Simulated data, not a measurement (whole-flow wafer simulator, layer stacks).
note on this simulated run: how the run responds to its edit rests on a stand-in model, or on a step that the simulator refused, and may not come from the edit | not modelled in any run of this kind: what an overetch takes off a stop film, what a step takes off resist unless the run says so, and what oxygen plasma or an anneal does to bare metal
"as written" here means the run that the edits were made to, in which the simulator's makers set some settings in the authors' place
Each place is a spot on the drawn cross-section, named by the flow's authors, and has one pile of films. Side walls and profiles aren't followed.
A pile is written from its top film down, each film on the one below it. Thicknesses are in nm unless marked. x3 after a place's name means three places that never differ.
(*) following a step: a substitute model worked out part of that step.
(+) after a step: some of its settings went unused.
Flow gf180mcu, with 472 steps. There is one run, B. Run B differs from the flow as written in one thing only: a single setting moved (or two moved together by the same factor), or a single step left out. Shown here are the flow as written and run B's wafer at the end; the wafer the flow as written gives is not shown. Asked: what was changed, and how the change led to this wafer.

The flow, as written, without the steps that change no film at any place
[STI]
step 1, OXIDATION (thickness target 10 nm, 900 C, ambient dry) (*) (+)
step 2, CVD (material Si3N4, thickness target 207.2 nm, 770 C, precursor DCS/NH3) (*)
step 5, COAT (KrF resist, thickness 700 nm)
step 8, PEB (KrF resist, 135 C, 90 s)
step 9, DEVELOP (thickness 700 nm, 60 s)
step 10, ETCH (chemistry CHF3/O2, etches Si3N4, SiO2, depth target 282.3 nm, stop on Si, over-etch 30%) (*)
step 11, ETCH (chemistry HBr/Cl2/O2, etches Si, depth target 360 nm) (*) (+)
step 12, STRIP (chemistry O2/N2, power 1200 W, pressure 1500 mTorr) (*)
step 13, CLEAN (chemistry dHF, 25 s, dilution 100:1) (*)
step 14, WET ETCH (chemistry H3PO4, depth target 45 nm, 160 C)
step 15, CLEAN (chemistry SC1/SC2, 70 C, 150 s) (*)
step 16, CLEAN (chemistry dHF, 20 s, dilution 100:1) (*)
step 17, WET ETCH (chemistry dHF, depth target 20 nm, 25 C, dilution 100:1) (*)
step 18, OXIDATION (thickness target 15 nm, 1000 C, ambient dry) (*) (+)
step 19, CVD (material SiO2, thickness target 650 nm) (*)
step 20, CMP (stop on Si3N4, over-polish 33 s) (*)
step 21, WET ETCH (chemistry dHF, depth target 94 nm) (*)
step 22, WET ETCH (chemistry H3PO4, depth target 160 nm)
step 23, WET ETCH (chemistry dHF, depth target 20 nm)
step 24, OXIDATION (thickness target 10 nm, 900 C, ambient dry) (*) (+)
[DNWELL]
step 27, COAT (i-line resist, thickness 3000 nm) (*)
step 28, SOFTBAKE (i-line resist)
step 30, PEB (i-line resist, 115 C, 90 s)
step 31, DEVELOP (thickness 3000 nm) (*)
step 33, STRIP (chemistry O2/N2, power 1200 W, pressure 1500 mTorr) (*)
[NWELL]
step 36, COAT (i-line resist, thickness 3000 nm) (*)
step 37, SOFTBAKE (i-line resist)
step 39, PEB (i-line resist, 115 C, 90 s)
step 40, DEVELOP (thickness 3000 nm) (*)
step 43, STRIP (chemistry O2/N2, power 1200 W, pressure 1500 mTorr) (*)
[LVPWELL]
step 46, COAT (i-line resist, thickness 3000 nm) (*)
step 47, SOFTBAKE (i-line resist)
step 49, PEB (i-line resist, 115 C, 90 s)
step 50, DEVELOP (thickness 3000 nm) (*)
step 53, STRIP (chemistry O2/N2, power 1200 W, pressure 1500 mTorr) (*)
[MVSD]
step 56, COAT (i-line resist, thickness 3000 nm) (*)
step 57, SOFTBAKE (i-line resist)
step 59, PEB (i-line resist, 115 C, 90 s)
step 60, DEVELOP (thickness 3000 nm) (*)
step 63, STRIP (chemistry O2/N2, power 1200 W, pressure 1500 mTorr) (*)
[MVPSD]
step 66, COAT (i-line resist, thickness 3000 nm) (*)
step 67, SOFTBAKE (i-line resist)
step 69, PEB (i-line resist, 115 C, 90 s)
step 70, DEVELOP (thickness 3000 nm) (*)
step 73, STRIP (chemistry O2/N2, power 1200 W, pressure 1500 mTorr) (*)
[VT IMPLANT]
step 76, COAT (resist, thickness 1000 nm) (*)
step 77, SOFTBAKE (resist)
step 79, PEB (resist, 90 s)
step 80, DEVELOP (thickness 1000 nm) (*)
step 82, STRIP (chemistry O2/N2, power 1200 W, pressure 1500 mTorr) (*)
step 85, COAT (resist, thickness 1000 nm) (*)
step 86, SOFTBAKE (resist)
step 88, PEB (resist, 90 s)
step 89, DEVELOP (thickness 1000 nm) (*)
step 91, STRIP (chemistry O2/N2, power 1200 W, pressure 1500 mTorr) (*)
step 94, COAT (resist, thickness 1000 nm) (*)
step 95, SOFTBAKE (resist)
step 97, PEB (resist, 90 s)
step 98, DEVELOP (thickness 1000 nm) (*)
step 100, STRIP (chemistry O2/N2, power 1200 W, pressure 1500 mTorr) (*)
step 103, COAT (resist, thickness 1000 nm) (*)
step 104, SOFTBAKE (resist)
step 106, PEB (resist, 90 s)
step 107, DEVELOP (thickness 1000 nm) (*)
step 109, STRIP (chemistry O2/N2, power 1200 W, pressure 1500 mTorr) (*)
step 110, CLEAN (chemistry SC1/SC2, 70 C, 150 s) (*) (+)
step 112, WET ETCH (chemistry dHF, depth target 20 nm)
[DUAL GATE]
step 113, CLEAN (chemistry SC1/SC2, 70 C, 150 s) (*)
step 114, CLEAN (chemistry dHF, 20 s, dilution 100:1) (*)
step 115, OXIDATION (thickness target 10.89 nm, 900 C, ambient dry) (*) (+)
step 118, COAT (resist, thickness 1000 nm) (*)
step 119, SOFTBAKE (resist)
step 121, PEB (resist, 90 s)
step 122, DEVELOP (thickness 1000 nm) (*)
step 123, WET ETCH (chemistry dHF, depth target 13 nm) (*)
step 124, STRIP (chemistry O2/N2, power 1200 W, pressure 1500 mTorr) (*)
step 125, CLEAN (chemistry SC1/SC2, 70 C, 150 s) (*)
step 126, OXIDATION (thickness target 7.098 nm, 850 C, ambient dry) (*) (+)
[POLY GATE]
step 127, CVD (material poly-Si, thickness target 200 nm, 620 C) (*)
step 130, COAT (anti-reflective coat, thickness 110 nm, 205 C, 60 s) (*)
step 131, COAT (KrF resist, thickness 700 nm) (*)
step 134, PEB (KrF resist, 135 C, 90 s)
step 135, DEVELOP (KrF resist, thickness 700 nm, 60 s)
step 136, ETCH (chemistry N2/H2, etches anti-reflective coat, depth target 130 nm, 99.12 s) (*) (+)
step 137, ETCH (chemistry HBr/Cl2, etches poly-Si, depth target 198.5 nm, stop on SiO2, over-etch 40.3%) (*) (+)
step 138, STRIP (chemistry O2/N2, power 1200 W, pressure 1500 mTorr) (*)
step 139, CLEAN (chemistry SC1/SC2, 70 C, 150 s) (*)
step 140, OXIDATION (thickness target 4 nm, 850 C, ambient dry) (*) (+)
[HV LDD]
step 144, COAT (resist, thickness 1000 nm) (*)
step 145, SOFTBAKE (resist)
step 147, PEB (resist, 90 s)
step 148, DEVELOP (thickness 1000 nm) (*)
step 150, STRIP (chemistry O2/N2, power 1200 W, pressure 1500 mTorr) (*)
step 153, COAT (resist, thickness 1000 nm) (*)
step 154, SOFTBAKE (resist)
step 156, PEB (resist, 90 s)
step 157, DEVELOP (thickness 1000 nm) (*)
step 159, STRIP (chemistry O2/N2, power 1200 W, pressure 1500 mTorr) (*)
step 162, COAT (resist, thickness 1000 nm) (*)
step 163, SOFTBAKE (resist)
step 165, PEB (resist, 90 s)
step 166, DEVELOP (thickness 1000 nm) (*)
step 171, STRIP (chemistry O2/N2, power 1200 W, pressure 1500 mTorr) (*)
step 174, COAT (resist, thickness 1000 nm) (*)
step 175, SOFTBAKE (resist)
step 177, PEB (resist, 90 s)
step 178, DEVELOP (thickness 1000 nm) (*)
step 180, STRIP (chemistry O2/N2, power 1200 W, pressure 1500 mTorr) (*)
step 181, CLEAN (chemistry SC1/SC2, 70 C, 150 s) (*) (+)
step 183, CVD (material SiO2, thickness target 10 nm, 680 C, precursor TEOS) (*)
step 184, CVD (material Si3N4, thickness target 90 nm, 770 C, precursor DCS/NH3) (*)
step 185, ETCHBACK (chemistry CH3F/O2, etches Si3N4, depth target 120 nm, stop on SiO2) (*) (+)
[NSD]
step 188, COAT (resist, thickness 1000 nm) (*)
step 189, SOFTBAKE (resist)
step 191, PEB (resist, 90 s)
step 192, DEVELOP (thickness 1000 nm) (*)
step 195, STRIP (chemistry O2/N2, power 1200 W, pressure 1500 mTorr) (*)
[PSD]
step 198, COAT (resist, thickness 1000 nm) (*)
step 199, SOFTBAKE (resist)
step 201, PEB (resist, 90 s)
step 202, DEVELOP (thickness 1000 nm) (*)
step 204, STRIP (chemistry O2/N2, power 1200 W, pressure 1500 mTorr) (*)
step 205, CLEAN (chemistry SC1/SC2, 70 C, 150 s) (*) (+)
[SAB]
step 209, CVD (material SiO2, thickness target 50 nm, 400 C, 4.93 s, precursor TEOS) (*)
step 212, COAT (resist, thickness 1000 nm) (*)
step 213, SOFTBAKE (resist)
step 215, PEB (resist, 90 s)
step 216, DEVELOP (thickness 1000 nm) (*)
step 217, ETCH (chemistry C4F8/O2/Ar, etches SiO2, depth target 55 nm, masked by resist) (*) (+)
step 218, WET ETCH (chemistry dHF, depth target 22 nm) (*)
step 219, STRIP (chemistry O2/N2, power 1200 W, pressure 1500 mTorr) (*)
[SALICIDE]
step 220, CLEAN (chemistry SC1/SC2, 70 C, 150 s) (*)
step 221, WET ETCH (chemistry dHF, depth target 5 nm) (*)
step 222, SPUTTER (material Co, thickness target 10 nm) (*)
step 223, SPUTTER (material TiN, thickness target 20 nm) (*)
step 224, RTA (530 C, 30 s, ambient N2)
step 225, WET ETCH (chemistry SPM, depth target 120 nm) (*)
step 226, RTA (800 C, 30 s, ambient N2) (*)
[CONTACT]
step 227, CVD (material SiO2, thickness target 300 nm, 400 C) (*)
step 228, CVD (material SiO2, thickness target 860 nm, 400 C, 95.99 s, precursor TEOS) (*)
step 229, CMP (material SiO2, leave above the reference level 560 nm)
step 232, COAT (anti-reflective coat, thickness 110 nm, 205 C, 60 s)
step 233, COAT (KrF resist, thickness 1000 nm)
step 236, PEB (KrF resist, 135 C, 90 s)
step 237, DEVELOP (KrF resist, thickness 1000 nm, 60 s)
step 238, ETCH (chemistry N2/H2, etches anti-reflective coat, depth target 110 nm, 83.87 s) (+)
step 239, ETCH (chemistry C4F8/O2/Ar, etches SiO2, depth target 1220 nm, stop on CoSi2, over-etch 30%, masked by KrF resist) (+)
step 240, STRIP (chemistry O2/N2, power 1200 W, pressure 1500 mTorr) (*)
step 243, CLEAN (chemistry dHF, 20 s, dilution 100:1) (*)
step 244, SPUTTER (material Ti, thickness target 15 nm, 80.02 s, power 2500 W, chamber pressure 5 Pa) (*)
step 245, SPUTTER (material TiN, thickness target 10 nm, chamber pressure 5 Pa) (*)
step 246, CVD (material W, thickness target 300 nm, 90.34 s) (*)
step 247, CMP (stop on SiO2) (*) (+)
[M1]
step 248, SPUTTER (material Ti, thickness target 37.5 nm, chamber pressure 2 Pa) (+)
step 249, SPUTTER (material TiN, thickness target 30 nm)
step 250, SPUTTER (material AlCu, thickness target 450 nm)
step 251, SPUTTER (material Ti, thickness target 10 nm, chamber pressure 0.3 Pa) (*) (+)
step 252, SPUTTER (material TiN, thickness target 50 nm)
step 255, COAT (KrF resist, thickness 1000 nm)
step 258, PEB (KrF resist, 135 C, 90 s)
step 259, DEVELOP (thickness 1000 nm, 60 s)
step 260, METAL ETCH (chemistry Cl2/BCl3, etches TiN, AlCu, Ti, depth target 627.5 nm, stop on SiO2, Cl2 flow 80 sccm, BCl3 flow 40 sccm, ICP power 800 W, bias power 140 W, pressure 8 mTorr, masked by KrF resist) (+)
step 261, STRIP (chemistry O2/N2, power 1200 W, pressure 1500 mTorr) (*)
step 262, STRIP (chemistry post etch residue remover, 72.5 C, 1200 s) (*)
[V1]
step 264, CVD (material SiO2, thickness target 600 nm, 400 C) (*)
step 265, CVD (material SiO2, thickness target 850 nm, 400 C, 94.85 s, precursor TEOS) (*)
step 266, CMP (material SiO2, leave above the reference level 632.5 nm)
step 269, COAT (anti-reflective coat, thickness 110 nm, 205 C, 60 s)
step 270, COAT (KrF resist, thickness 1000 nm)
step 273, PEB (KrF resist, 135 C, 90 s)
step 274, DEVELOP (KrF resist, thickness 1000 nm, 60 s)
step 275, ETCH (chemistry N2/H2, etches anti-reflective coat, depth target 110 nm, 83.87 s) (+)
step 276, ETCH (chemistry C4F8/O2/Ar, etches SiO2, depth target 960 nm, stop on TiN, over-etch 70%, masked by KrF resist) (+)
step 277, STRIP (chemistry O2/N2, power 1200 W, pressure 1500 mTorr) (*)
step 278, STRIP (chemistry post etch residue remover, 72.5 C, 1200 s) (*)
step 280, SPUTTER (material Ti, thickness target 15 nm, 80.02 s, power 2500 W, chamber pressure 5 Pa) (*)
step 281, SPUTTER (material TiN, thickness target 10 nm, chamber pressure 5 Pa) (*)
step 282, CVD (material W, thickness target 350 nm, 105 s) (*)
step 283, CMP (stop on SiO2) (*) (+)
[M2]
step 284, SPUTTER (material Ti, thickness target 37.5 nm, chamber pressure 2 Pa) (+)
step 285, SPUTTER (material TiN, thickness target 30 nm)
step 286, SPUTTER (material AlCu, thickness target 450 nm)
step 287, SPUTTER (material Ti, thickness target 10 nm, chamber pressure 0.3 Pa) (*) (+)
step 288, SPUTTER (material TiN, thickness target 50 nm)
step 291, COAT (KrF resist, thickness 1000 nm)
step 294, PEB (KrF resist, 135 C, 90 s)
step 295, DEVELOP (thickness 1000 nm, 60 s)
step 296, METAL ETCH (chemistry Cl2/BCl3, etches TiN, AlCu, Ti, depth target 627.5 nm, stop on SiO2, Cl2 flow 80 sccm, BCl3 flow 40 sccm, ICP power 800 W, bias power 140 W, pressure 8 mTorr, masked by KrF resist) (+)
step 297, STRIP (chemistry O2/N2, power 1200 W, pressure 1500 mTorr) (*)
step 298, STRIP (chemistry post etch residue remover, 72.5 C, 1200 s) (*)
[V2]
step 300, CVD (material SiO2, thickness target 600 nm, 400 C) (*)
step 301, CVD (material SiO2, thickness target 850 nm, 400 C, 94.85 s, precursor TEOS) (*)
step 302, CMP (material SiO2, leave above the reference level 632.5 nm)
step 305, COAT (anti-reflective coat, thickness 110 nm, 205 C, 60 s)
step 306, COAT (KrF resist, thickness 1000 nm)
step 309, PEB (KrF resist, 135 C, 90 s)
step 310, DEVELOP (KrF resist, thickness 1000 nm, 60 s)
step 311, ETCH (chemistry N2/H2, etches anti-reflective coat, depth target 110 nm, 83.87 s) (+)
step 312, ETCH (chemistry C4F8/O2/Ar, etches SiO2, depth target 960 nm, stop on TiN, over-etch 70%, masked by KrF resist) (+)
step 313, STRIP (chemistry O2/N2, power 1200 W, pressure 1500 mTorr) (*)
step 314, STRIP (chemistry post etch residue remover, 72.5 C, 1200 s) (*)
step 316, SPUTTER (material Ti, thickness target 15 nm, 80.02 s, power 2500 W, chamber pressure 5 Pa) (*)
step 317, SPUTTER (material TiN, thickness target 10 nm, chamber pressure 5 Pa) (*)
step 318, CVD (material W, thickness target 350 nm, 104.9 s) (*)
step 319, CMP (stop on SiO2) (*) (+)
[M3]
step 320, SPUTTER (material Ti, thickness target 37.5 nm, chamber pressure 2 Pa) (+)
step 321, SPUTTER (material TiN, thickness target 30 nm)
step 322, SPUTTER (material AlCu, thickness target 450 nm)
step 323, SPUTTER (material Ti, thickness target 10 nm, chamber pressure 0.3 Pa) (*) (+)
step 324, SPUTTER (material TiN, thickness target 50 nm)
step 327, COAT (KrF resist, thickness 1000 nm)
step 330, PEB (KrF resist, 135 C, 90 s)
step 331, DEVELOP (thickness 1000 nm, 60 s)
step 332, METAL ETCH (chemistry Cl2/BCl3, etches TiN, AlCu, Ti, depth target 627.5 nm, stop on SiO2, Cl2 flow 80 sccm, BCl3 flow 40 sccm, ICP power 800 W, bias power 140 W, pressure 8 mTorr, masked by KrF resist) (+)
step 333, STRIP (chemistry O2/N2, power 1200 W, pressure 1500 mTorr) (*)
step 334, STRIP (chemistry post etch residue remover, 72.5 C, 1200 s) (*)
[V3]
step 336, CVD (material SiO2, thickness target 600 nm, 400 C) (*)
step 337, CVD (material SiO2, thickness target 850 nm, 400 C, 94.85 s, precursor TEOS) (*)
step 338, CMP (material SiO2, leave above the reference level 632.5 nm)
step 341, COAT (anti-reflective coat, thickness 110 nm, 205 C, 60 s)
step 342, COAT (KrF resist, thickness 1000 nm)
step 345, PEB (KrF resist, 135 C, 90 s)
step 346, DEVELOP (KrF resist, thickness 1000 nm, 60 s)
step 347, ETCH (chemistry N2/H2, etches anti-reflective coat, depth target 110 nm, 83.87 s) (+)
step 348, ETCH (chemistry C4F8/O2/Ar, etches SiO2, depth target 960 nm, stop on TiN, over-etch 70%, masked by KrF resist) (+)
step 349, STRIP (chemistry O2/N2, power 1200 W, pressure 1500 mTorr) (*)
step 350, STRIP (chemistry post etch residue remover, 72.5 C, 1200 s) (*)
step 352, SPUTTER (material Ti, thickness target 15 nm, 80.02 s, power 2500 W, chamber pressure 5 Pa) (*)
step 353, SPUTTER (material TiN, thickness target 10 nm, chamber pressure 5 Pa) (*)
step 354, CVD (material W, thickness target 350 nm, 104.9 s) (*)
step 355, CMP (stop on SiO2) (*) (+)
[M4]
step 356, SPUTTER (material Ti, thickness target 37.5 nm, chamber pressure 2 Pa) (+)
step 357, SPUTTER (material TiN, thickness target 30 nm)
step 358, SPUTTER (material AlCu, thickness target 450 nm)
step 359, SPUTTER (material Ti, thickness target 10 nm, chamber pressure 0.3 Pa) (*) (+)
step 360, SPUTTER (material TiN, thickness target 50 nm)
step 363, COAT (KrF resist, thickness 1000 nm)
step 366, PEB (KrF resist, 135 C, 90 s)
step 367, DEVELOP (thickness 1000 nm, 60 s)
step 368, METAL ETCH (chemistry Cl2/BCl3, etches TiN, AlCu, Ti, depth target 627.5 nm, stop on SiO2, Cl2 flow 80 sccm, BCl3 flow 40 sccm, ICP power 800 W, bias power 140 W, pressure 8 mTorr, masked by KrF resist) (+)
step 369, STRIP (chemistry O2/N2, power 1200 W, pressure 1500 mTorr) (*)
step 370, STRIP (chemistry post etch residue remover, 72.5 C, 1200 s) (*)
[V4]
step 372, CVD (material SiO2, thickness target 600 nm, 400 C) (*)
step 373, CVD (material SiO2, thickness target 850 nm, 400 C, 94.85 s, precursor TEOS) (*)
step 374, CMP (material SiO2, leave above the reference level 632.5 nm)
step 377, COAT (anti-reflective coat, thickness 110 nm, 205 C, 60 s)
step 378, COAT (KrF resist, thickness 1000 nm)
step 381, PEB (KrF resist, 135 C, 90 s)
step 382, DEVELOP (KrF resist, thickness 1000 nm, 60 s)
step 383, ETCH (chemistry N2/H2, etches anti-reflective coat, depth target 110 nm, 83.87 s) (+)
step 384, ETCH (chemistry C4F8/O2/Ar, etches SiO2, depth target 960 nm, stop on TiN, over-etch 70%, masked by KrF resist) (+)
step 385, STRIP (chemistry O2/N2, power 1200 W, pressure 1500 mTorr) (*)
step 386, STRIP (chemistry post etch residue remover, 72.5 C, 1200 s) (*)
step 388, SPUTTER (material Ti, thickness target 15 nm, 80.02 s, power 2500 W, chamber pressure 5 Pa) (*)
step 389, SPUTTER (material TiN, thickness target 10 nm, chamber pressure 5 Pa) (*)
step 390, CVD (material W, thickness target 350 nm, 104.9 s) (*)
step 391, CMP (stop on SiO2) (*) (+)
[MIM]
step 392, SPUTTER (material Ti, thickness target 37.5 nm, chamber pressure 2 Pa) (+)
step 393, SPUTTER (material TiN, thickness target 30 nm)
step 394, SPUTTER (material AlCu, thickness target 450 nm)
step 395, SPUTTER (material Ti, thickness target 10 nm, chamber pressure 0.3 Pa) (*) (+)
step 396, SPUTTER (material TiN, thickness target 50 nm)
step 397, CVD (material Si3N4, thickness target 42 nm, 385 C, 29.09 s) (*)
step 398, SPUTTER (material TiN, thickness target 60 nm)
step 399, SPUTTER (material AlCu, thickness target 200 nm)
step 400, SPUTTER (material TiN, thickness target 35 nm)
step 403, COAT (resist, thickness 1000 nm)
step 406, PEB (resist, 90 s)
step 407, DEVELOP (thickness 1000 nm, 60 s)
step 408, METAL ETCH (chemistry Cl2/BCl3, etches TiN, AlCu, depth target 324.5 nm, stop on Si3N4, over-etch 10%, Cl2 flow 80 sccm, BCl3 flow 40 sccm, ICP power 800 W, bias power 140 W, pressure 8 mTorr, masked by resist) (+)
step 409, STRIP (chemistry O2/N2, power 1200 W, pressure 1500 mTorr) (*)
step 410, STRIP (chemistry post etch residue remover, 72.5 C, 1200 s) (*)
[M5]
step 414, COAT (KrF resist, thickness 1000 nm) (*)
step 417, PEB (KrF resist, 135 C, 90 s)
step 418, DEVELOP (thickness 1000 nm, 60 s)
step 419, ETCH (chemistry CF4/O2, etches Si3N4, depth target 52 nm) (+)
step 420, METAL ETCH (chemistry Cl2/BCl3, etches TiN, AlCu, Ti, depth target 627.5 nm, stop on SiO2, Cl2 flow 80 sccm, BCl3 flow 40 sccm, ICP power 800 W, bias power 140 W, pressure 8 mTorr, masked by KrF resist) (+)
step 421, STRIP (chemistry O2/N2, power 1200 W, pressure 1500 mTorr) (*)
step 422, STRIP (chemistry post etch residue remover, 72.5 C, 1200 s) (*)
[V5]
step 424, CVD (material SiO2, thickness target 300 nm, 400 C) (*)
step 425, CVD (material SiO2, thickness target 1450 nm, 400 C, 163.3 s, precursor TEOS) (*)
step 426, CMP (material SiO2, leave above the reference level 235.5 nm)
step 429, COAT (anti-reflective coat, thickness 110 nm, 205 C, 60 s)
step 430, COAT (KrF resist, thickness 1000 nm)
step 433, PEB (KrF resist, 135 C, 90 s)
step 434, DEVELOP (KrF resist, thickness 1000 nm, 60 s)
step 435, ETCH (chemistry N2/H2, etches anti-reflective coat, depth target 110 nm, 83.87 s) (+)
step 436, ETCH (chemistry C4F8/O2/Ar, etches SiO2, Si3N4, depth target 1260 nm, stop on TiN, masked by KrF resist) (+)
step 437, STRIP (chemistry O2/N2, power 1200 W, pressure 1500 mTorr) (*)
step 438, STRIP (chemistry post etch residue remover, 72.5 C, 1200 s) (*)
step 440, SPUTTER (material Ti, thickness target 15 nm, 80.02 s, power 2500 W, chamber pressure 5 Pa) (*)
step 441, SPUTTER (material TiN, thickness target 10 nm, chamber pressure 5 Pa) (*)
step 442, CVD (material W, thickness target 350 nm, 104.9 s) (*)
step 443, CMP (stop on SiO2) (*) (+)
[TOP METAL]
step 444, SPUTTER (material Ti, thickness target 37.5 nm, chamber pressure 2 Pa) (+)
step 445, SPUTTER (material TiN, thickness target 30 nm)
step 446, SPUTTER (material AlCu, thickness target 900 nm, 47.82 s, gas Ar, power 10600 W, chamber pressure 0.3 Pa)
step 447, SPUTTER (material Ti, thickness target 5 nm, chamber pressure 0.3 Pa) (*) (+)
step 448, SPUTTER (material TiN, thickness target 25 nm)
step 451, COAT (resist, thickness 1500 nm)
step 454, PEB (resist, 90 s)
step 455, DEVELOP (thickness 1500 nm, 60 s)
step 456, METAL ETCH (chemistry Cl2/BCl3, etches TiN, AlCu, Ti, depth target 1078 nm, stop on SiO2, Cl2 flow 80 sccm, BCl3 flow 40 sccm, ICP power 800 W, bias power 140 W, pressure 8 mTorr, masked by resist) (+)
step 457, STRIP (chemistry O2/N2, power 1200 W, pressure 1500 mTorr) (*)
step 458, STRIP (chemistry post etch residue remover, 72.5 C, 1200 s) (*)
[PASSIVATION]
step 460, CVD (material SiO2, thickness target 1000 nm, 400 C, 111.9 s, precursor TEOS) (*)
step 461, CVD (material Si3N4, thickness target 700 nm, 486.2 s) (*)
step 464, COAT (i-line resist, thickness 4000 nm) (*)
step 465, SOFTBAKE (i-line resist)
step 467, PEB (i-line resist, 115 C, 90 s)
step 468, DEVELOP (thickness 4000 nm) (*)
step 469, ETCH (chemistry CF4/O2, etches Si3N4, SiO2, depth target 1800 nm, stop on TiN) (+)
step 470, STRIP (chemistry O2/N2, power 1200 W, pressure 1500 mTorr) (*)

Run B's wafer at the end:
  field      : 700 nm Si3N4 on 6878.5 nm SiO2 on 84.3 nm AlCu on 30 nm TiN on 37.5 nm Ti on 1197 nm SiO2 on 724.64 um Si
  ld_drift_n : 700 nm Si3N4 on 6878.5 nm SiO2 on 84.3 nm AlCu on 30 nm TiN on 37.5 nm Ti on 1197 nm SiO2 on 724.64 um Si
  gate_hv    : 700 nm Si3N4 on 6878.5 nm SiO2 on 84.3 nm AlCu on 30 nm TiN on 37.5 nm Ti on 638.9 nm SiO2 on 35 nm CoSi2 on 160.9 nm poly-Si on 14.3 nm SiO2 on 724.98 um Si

The reason: step 260, METAL ETCH: depth target 420 nm was run, though the flow has depth target 627.5 nm.

How this came from the change, step by step:
  step 260, METAL ETCH (chemistry Cl2/BCl3, etches TiN, AlCu, Ti, depth target 627.5 nm, stop on SiO2, Cl2 flow 80 sccm, BCl3 flow 40 sccm, ICP power 800 W, bias power 140 W, pressure 8 mTorr, masked by KrF resist) (+)
      field, field__w1, field__w2 and 99 more: TiN loses 50 (all of it), Ti loses 10 (all of it), AlCu loses 360 (it would be, as written: TiN loses 50 (all of it), Ti loses 10 (all of it), AlCu loses 450 (all of it), TiN loses 30 (all of it), Ti loses 37.5 (all of it))
      field__w8, contact, m1 and 6 more: KrF resist loses 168 (it would be, as written: KrF resist loses 251)
  step 261, STRIP (chemistry O2/N2, power 1200 W, pressure 1500 mTorr) (*)
      field__w8, contact, m1 and 6 more: KrF resist loses 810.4 (all of it) (it would be, as written: KrF resist loses 727.4 (all of it))
  step 262, STRIP (chemistry post etch residue remover, 72.5 C, 1200 s) (*)
      field, field__w1, field__w2 and 99 more: AlCu loses 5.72 (it would be, as written: nothing)
  step 264, CVD (material SiO2, thickness target 600 nm, 400 C) (*)
      field, field__w1, field__w2 and 99 more: SiO2 gains 600 (new film) (it would be, as written: SiO2 gains 600)
  step 266, CMP (material SiO2, leave above the reference level 632.5 nm)
      field, field__w1, field__w2 and 99 more: SiO2 loses 451.8 (it would be, as written: SiO2 loses 300)
Taking metal films that touch as one body, field has 1 body; the flow as written gives 0 bodies.
Taking metal films that touch as one body, ld_drift_n has 1 body; the flow as written gives 0 bodies.
Taking metal films that touch as one body, gate_hv has 2 bodies (between them, from the top down: SiO2 638.9); the flow as written gives 1 body.
